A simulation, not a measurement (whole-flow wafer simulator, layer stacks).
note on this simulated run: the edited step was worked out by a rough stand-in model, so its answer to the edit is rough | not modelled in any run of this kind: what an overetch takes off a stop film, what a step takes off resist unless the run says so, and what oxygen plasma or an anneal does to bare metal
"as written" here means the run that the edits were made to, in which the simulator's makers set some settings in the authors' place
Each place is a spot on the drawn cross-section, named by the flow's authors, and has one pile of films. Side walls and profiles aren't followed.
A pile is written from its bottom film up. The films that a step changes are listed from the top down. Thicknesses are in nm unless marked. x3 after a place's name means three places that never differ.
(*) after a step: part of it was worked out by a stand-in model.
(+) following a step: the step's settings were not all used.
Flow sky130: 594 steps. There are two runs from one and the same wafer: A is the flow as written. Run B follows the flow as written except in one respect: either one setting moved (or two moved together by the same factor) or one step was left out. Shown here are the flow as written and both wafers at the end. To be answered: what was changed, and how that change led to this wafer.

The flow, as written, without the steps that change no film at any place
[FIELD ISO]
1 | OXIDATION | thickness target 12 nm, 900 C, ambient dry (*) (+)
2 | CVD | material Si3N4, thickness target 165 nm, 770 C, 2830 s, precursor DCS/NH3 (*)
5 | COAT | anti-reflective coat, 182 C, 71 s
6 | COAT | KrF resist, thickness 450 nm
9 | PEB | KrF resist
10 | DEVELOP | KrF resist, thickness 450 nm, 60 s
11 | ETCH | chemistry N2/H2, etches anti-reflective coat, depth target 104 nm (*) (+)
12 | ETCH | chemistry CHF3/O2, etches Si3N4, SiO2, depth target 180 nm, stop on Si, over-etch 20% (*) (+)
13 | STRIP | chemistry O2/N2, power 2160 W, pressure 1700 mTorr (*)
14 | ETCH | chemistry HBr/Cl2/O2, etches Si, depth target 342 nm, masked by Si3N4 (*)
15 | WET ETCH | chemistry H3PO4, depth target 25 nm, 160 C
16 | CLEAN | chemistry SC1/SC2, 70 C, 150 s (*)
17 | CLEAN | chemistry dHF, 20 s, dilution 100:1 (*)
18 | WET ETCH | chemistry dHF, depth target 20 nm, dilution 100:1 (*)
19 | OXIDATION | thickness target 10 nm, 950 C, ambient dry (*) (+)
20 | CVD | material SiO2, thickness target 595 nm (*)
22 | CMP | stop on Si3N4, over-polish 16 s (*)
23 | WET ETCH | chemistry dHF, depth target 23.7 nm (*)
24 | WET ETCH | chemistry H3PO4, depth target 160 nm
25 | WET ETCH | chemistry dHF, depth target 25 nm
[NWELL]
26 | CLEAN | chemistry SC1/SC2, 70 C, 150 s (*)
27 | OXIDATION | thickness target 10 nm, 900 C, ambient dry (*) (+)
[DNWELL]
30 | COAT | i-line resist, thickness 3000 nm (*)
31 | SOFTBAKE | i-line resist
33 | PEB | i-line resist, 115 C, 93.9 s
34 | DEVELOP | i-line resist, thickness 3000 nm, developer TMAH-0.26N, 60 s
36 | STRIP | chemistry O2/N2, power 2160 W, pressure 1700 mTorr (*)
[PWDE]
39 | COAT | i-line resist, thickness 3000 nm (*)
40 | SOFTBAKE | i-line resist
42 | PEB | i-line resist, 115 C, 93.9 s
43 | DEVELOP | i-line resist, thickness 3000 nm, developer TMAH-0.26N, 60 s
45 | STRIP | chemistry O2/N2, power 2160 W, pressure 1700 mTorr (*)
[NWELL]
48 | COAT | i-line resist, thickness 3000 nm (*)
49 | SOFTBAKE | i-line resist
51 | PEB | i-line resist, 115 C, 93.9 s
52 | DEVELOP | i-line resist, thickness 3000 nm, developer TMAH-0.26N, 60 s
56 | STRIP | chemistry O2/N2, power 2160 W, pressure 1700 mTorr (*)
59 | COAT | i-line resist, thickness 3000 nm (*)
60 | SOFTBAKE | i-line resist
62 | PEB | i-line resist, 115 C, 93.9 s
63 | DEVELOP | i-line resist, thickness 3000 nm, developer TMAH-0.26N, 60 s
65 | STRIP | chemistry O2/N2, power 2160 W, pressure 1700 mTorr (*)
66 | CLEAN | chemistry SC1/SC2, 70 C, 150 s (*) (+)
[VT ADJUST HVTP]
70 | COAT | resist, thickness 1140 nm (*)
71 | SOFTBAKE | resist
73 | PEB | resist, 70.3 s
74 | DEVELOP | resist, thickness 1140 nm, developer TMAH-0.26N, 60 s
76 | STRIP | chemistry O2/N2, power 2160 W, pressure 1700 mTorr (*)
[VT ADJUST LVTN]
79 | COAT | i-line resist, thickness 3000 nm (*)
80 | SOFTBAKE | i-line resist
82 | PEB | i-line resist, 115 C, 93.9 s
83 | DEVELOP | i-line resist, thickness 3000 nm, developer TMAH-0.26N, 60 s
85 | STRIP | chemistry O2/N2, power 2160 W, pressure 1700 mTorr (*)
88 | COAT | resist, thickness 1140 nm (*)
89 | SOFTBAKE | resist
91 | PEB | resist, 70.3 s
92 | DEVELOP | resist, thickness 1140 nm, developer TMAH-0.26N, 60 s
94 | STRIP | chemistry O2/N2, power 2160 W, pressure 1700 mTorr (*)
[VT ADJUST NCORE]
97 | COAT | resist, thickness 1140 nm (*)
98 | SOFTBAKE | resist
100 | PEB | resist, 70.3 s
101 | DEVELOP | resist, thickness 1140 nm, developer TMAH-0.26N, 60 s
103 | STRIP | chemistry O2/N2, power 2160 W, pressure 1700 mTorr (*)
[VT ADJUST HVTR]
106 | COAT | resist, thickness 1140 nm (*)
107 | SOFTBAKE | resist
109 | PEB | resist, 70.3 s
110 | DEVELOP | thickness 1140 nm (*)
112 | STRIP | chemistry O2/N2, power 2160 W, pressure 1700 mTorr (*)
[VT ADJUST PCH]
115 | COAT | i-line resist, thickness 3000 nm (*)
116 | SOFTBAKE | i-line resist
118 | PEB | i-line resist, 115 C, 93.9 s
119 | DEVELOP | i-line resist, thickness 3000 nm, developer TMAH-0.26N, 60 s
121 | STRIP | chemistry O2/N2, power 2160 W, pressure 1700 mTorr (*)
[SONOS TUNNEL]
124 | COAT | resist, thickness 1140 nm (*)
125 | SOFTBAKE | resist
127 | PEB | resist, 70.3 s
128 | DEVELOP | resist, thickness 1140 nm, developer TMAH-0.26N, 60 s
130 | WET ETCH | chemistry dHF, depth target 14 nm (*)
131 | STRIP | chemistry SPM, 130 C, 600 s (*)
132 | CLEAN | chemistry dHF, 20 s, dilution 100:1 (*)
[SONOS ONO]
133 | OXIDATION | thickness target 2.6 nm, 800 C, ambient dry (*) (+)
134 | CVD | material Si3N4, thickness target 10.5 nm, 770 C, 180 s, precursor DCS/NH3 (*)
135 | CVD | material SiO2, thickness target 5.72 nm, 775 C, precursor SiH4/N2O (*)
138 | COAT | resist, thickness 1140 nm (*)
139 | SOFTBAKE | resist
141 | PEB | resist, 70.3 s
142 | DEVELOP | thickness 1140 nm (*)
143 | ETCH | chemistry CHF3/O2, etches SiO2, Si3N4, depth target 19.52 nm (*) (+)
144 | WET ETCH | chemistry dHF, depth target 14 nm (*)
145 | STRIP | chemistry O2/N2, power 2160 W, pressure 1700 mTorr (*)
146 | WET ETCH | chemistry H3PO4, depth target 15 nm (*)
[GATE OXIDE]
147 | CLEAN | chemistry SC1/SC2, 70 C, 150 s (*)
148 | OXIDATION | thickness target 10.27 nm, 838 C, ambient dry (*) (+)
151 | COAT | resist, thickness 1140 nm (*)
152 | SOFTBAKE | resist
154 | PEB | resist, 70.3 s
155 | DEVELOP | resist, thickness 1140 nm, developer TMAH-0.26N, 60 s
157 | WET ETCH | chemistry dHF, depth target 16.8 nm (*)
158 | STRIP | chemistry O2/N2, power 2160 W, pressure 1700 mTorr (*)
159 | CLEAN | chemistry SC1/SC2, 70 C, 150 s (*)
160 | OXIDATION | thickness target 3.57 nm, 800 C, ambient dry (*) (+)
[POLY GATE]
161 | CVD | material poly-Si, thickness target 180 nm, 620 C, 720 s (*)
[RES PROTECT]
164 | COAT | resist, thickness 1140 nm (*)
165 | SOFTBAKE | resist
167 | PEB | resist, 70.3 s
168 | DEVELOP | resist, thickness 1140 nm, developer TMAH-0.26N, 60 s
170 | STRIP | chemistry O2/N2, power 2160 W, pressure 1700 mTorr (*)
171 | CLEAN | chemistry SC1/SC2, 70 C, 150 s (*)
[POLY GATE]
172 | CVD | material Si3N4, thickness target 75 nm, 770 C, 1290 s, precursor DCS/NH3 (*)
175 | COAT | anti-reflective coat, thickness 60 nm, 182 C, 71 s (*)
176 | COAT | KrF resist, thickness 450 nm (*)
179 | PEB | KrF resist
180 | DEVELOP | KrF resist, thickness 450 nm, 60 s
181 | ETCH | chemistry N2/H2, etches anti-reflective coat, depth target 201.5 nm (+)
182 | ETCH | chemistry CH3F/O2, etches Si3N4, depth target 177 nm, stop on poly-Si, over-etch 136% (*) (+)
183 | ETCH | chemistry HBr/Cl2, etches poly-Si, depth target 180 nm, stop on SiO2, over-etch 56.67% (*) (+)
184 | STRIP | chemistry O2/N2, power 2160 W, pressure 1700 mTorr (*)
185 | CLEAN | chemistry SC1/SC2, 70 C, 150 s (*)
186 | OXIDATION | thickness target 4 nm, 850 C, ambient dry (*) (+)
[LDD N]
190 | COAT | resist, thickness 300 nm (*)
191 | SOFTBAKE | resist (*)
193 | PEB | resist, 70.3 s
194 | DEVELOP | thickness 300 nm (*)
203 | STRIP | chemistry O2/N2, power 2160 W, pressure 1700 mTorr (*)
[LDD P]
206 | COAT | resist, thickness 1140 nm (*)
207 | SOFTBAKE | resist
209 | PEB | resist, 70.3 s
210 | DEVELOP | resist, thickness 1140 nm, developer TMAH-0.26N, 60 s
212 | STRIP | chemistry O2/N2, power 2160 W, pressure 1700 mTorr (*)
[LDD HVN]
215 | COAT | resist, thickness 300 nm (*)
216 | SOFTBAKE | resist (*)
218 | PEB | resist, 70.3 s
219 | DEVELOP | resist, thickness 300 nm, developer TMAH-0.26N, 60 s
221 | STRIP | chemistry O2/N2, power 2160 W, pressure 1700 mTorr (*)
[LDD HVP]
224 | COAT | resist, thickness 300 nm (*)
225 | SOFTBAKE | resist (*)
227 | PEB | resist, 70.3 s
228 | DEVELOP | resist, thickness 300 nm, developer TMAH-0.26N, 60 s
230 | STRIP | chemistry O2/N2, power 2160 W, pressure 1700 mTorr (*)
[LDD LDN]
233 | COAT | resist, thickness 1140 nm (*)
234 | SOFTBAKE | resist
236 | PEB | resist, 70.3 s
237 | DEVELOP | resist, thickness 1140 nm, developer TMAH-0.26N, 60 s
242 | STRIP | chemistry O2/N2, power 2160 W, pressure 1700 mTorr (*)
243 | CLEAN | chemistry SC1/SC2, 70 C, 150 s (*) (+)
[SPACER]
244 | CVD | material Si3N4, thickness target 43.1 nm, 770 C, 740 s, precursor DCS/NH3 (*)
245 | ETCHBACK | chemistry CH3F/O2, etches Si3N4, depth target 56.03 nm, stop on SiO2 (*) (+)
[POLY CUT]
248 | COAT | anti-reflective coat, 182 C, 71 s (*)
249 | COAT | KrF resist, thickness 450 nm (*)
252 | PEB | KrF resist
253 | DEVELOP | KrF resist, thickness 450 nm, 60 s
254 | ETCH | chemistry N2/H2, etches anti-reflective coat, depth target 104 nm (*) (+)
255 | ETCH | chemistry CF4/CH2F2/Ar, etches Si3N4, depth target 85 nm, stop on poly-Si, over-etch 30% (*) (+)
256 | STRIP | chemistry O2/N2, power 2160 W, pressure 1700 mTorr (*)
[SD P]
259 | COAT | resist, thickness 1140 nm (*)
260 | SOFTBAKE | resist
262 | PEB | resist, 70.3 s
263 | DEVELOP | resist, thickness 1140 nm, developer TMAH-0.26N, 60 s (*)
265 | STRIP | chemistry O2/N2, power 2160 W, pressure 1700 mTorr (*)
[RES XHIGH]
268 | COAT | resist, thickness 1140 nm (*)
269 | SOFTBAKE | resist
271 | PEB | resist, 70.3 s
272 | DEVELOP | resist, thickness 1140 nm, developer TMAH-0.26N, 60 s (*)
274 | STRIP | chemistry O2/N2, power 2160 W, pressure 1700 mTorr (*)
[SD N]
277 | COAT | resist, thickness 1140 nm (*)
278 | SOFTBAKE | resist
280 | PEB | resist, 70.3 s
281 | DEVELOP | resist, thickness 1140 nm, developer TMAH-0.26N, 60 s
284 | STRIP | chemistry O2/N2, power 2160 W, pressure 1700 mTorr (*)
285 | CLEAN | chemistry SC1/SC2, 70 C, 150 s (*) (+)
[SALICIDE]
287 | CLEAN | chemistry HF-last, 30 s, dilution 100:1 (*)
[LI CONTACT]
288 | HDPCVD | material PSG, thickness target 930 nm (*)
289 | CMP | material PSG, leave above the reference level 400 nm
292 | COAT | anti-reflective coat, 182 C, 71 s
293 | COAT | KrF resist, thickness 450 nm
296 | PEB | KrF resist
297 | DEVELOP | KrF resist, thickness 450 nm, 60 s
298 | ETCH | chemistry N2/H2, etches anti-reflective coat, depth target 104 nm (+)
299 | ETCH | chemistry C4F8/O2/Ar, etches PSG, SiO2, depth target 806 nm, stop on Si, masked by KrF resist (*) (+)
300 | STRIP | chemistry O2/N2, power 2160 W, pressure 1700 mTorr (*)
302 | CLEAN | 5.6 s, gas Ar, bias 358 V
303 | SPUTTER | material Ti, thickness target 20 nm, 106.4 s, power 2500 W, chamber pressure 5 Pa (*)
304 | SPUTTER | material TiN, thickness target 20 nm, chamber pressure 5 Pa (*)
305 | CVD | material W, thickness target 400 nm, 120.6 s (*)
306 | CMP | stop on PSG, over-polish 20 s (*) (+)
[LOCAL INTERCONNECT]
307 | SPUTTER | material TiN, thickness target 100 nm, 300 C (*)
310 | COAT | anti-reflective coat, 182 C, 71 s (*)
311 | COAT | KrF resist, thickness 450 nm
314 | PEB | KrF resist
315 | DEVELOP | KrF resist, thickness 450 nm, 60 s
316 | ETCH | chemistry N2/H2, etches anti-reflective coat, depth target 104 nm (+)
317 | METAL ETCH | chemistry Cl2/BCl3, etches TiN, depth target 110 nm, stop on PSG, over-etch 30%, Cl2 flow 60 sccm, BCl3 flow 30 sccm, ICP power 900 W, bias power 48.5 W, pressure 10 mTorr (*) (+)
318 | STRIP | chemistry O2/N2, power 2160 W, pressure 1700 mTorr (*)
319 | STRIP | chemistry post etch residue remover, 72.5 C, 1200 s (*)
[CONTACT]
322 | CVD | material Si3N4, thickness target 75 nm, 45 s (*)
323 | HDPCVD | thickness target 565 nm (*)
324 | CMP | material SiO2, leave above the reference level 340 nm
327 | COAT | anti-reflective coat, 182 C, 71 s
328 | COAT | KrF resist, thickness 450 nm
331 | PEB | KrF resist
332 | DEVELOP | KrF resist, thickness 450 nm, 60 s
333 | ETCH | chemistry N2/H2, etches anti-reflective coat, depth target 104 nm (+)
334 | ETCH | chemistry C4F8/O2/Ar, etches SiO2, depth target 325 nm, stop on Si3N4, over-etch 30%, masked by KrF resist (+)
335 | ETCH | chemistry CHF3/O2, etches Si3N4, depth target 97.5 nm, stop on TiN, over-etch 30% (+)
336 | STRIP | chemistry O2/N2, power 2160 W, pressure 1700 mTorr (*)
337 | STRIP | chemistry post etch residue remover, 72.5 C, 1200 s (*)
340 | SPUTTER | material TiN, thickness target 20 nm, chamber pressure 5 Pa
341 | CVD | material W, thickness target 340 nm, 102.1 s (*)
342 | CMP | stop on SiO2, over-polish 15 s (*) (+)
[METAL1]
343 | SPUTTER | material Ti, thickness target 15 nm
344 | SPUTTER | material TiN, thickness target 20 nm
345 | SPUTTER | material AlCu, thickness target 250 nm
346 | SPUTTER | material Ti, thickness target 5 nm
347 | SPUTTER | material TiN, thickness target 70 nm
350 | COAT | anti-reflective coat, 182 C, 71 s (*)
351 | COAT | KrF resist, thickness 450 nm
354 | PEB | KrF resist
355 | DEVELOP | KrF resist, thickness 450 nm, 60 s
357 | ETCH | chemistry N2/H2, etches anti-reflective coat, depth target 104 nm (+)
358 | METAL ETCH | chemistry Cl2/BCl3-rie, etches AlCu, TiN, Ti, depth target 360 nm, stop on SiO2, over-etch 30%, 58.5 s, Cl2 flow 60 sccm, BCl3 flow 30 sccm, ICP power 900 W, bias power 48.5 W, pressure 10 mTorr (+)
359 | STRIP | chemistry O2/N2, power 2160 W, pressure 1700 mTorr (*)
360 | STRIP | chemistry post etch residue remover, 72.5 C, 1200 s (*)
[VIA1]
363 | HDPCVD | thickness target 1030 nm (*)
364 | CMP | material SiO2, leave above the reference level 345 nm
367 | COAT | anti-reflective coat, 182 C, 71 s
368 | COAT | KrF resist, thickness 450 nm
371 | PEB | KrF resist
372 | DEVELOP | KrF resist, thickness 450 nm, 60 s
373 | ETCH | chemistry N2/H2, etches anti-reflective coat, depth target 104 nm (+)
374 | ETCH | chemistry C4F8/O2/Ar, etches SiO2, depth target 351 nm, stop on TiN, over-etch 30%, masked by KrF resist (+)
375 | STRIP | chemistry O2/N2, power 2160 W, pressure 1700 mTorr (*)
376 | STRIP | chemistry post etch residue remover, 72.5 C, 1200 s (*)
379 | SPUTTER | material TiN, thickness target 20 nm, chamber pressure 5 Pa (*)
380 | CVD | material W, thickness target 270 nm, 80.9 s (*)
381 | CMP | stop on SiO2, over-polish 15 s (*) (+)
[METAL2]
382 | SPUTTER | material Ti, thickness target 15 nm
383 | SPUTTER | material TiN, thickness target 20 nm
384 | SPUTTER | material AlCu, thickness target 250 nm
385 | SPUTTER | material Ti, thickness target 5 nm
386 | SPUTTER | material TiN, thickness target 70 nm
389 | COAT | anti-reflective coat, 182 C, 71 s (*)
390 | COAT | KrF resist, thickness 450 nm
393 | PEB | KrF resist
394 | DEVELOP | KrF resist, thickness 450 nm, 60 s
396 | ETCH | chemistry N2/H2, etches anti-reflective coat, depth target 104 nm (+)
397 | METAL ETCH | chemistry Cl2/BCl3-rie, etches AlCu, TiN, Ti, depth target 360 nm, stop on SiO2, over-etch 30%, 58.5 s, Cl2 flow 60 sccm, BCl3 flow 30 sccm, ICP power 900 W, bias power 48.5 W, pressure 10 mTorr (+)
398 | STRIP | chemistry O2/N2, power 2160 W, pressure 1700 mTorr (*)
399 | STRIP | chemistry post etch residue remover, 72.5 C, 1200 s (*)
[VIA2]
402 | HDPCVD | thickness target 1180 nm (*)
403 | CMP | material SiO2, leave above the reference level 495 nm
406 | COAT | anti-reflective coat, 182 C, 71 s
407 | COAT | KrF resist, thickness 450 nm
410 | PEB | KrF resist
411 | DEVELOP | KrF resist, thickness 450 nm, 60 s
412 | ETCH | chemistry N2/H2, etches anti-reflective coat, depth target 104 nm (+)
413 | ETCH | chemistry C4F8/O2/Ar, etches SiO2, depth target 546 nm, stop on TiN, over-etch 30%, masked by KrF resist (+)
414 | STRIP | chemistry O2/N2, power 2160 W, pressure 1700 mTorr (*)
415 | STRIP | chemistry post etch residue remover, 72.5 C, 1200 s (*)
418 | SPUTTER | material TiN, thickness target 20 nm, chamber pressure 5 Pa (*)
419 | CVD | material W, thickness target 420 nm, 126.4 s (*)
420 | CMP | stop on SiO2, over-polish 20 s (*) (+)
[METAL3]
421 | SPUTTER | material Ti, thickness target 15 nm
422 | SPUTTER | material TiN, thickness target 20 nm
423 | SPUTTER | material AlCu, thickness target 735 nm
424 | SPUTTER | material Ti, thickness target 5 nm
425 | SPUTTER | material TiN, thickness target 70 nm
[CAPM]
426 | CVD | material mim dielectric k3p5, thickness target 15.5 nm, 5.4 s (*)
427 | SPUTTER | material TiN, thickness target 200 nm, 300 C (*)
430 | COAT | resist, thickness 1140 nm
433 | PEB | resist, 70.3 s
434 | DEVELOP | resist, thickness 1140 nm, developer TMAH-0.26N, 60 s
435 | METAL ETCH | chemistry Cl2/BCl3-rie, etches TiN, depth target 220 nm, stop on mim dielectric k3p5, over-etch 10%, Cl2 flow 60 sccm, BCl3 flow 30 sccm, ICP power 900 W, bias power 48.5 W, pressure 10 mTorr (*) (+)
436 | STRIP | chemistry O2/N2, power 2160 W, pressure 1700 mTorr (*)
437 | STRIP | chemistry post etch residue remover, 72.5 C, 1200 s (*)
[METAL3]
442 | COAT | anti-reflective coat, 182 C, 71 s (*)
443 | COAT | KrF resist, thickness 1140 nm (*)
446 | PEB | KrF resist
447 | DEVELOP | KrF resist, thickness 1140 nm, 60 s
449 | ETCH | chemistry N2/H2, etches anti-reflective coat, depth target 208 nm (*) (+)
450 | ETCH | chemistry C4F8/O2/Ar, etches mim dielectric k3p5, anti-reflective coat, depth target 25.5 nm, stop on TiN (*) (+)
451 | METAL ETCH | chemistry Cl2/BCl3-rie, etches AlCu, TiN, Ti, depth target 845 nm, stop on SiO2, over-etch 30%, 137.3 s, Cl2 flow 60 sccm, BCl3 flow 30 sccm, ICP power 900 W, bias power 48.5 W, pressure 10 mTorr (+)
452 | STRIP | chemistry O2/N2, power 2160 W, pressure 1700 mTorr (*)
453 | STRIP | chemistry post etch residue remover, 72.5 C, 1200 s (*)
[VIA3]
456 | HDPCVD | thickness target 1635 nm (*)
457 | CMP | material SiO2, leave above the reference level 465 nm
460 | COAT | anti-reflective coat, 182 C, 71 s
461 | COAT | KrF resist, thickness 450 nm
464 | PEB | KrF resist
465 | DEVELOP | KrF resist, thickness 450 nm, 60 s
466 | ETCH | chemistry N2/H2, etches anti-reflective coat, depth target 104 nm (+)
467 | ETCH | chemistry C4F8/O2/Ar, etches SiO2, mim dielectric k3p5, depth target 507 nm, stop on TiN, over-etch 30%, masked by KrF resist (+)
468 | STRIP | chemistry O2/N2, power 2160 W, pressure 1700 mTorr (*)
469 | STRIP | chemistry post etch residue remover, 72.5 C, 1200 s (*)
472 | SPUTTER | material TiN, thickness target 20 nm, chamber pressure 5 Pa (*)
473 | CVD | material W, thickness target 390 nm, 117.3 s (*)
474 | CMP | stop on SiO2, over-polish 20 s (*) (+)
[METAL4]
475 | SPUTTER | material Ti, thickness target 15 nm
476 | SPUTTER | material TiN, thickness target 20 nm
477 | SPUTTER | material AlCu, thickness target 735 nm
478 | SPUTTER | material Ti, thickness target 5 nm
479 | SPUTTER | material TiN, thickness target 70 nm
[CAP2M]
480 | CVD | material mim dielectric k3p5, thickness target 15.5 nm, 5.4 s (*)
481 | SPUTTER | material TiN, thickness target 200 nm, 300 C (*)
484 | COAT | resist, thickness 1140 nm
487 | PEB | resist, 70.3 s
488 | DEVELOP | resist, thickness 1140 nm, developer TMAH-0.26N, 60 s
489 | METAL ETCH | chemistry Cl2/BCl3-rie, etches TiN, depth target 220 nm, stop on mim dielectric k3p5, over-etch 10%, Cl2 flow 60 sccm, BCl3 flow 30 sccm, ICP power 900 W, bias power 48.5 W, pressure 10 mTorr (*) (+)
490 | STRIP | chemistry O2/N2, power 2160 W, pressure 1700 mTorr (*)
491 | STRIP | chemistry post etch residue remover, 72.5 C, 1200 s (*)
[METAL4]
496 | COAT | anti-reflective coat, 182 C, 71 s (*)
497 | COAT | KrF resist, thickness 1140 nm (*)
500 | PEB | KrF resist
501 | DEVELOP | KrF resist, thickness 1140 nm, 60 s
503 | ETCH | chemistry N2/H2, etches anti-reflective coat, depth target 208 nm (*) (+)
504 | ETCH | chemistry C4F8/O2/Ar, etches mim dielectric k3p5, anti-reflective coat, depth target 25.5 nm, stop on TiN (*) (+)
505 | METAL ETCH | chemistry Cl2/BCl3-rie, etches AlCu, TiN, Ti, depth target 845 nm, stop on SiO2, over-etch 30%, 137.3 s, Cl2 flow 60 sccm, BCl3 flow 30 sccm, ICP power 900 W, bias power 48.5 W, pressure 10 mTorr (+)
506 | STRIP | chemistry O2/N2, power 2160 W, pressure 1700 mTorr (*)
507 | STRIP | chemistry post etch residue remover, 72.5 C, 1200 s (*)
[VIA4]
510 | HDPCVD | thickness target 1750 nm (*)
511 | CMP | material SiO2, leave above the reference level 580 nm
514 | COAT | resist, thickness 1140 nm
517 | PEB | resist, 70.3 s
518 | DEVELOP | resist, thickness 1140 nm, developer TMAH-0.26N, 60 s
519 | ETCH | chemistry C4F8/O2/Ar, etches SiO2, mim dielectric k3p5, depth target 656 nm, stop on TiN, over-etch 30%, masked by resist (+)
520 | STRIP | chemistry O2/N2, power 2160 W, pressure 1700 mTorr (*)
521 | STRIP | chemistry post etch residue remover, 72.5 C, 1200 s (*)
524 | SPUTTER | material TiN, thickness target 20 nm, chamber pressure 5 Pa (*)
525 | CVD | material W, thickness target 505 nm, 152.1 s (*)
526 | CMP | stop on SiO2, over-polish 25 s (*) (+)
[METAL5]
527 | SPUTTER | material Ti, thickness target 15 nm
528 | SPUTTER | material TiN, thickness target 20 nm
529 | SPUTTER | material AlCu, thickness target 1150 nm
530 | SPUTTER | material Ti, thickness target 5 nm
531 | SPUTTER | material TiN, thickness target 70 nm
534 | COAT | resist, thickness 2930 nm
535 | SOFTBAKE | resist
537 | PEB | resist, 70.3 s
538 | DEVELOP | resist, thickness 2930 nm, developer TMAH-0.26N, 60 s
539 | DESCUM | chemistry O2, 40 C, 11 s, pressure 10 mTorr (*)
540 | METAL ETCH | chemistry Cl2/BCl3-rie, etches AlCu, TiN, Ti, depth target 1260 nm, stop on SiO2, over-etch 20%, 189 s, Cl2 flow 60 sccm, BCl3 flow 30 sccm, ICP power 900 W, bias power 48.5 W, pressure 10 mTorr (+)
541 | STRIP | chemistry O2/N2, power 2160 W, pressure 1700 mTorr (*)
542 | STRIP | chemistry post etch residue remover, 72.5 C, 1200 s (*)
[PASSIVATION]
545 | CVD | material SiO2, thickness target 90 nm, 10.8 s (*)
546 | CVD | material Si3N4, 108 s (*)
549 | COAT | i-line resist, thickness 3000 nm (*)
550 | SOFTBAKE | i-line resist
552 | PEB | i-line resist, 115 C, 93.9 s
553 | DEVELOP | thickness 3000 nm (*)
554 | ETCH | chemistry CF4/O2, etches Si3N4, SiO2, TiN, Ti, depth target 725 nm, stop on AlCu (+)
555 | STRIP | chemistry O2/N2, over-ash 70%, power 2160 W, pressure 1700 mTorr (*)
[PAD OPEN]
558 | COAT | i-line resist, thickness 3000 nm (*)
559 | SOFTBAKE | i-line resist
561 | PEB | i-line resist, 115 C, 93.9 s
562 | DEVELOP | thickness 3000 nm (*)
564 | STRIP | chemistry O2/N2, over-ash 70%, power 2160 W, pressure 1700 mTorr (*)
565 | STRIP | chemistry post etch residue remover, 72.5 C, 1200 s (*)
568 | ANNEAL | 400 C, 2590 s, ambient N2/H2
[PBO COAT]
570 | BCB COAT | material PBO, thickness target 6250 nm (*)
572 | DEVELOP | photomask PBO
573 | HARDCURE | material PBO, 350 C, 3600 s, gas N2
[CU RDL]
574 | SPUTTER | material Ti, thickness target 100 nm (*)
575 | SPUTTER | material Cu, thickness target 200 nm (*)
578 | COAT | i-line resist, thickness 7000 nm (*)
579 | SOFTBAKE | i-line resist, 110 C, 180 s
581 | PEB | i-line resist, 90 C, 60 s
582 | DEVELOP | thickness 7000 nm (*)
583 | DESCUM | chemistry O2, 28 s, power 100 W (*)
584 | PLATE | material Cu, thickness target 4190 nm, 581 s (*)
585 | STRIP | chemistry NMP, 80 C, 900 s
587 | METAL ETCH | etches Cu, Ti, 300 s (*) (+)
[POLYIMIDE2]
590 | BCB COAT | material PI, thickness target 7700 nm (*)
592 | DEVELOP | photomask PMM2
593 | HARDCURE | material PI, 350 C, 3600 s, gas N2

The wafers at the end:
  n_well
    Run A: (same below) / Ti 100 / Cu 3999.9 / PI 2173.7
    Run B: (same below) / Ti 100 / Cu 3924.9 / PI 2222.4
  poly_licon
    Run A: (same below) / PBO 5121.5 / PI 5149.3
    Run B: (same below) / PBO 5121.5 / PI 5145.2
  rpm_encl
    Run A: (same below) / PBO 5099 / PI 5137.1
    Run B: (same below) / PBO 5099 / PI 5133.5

What caused this: step 575, SPUTTER: thickness target 125 nm was run, whereas the flow has thickness target 200 nm.

How this came from the change, step by step:
  575 | SPUTTER | material Cu, thickness target 200 nm (*)
      field, active, n_well and 190 more: A +200 Cu (new film) | B +125 Cu (new film)
  587 | METAL ETCH | etches Cu, Ti, 300 s (*) (+)
      field, active, gate and 167 more: A -200 Cu (all of it), -100 Ti (all of it) | B -125 Cu (all of it), -100 Ti (all of it)
  590 | BCB COAT | material PI, thickness target 7700 nm (*)
      n_well, p_well, sd_n, sd_p: A +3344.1 PI (new film) | B +3419.1 PI (new film)
      de16_gate_nw: A +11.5 um PI (new film) | B +11.43 um PI (new film)
  593 | HARDCURE | material PI, 350 C, 3600 s, gas N2
      n_well, p_well, sd_n, sd_p: A -1170.4 PI | B -1196.7 PI
